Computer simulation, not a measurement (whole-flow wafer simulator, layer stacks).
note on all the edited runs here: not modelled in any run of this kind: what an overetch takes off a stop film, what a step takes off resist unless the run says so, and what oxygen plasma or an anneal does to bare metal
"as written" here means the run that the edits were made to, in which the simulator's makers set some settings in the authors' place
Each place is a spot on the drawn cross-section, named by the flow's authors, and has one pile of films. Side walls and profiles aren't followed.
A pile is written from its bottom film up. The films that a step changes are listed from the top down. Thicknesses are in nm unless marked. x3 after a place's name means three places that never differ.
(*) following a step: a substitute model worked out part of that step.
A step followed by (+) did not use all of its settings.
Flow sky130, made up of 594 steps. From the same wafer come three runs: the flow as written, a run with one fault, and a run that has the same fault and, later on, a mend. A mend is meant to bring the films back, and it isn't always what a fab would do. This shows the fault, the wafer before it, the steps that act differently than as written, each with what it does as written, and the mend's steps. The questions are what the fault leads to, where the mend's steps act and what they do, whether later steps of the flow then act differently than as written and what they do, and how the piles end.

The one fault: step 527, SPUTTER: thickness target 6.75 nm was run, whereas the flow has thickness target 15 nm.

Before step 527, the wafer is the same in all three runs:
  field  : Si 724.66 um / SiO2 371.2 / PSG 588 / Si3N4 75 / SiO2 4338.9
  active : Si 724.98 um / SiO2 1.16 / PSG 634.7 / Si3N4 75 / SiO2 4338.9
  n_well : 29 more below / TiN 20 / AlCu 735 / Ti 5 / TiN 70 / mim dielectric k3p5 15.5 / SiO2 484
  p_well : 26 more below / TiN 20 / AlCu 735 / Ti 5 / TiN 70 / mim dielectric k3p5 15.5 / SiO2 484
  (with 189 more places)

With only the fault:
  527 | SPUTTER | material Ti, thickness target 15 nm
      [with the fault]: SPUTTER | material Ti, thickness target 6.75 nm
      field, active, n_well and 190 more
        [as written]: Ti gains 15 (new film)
        [with the fault]: Ti gains 6.75 (new film)
  Steps further on in the flow that do not act as written (not shown: 19 more steps that differ only slightly, by at most 2% or 0.5 nm, whichever is larger):
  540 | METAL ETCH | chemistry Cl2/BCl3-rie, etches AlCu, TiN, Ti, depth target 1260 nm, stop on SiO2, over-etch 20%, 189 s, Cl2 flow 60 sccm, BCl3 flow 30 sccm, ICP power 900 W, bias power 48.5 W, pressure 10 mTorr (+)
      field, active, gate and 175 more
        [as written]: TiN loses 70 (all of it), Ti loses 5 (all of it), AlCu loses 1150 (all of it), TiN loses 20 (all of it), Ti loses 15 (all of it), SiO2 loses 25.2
        [with the fault]: TiN loses 70 (all of it), Ti loses 5 (all of it), AlCu loses 1150 (all of it), TiN loses 20 (all of it), Ti loses 6.75 (all of it), SiO2 loses 26
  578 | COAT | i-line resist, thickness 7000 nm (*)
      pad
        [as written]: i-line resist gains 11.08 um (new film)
        [with the fault]: i-line resist gains 11.09 um (new film)
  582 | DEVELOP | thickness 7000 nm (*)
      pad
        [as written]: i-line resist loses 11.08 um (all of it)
        [with the fault]: i-line resist loses 11.09 um (all of it)
  By the end, the piles at n_well, p_well, sd_n and 12 more depart from the flow's by more than 2% or 0.5 nm, whichever is larger.
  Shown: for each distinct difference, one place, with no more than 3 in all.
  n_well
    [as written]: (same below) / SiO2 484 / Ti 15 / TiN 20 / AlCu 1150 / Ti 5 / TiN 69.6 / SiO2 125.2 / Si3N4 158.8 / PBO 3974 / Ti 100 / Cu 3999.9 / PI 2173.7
    [with the fault]: (same below) / SiO2 484 / Ti 6.75 / TiN 20 / AlCu 1150 / Ti 5 / TiN 69.6 / SiO2 125.2 / Si3N4 158.8 / PBO 3980 / Ti 100 / Cu 3999.9 / PI 2174.6
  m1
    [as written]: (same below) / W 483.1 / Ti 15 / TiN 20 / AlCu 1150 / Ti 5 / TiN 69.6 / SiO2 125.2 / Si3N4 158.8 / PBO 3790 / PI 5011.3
    [with the fault]: (same below) / W 483.1 / Ti 6.75 / TiN 20 / AlCu 1150 / Ti 5 / TiN 69.6 / SiO2 125.2 / Si3N4 158.8 / PBO 3796.8 / PI 5011.7
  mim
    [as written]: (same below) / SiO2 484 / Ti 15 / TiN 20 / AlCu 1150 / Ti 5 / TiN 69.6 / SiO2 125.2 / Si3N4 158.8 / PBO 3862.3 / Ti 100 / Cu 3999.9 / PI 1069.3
    [with the fault]: (same below) / SiO2 484 / Ti 6.75 / TiN 20 / AlCu 1150 / Ti 5 / TiN 69.6 / SiO2 125.2 / Si3N4 158.8 / PBO 3868.6 / Ti 100 / Cu 3999.9 / PI 1070.1

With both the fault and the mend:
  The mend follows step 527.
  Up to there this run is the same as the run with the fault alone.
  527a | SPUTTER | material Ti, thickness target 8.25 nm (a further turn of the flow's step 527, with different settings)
      field, active, n_well and 190 more
        Ti gains 8.25
  Later steps of the flow that are run all act as written at every place that is followed.
  The piles end the same as the flow's at every place that both follow.
